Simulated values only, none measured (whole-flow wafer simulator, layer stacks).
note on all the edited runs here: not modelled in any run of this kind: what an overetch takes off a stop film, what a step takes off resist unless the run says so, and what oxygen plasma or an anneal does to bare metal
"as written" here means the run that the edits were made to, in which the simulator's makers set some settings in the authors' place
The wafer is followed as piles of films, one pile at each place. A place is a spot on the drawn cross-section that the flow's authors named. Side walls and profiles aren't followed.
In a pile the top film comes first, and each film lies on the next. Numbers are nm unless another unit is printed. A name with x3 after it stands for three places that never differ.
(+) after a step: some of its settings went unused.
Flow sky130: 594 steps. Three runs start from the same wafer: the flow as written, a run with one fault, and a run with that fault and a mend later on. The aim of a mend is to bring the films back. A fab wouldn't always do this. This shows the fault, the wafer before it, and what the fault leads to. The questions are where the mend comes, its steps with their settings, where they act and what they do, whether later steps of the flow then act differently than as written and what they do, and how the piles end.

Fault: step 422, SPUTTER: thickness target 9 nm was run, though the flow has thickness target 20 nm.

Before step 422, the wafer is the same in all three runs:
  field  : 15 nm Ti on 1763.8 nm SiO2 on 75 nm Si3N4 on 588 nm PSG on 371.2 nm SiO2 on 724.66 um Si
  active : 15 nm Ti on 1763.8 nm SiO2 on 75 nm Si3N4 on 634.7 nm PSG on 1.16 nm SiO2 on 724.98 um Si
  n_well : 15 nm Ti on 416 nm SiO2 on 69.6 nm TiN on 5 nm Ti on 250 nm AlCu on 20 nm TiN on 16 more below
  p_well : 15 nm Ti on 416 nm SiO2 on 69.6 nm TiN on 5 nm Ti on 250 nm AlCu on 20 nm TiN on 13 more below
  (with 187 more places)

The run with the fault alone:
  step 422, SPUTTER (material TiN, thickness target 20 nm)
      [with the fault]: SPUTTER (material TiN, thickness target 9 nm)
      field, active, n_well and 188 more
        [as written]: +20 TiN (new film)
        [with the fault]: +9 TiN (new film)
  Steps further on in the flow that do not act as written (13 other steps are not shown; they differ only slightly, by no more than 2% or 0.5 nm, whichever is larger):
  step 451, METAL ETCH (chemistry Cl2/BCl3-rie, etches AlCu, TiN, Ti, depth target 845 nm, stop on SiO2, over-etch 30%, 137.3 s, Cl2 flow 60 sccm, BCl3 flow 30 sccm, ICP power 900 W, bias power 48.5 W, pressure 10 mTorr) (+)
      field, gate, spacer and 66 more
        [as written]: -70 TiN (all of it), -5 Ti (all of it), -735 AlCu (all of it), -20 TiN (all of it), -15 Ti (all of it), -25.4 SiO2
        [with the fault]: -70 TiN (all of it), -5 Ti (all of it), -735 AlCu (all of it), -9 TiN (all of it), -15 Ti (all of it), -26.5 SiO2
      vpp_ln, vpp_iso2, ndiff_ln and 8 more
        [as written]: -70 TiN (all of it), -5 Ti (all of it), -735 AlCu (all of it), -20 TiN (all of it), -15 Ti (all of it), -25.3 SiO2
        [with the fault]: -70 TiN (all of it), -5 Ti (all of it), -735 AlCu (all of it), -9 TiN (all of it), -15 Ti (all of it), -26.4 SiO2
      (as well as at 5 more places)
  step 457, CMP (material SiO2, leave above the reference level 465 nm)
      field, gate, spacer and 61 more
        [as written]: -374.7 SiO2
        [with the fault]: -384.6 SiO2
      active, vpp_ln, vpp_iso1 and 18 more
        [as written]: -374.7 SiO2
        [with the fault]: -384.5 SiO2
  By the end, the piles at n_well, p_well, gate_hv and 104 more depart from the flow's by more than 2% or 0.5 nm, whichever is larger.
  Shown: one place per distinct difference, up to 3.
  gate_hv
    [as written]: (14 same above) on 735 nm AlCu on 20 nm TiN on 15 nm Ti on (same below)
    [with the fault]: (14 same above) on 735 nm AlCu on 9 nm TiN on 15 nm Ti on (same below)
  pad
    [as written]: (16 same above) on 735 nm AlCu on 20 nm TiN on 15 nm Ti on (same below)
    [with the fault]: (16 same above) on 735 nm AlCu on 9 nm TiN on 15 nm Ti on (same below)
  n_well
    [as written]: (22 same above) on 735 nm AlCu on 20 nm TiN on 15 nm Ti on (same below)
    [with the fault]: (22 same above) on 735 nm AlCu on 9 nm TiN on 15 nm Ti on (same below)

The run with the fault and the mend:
  The mend follows step 422.
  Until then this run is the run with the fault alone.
  step 422a, SPUTTER (material TiN, thickness target 11 nm) (a further turn of the flow's step 422, with different settings)
      field, active, n_well and 188 more
        +11 TiN
  Every later step of the flow that is run acts as written at every place that is followed.
  At every place that both follow, the piles at the end match the flow's.
